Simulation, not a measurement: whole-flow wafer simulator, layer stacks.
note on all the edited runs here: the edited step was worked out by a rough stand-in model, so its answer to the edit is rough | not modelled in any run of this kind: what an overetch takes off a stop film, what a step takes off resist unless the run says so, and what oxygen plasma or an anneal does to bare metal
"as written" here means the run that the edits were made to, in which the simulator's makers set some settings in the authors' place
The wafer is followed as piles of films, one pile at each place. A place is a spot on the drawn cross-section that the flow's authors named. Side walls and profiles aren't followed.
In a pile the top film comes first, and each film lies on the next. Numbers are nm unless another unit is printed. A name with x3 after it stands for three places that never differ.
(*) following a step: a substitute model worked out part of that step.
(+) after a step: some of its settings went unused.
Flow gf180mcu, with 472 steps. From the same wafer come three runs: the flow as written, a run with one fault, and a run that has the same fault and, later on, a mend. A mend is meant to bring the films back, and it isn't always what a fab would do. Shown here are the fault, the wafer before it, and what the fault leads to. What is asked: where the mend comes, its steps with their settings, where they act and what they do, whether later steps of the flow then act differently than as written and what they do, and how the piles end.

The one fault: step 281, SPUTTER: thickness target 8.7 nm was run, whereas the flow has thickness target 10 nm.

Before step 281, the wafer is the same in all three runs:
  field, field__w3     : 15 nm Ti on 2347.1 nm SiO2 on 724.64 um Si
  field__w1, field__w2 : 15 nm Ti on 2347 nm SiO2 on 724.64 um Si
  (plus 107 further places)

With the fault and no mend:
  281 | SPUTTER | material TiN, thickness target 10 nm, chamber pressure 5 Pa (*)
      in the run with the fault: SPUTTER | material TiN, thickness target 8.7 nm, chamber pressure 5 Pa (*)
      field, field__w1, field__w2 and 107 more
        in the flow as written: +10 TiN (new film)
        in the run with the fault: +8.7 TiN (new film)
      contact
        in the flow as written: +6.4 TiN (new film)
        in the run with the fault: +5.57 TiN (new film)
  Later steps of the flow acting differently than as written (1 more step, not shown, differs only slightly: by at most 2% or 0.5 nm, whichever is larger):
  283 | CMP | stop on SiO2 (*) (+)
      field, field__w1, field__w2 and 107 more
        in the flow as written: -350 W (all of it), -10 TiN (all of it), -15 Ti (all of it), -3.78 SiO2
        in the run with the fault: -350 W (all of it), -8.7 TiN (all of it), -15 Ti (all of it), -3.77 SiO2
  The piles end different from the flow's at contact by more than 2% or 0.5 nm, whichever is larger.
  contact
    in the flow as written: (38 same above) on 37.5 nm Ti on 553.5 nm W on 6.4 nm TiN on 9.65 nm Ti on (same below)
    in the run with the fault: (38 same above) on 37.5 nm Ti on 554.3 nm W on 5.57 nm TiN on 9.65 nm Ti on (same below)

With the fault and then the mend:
  After step 281 comes the mend.
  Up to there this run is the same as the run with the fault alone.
  281a | SPUTTER | material TiN, thickness target 1.3 nm, chamber pressure 5 Pa (*) (a further turn of the flow's step 281, with different settings)
      field, field__w1, field__w2 and 107 more
        +1.3 TiN
      contact
        +0.83 TiN
  Later steps of the flow that are run all act as written at every place that is followed.
  At every place that both follow, the piles at the end match the flow's.
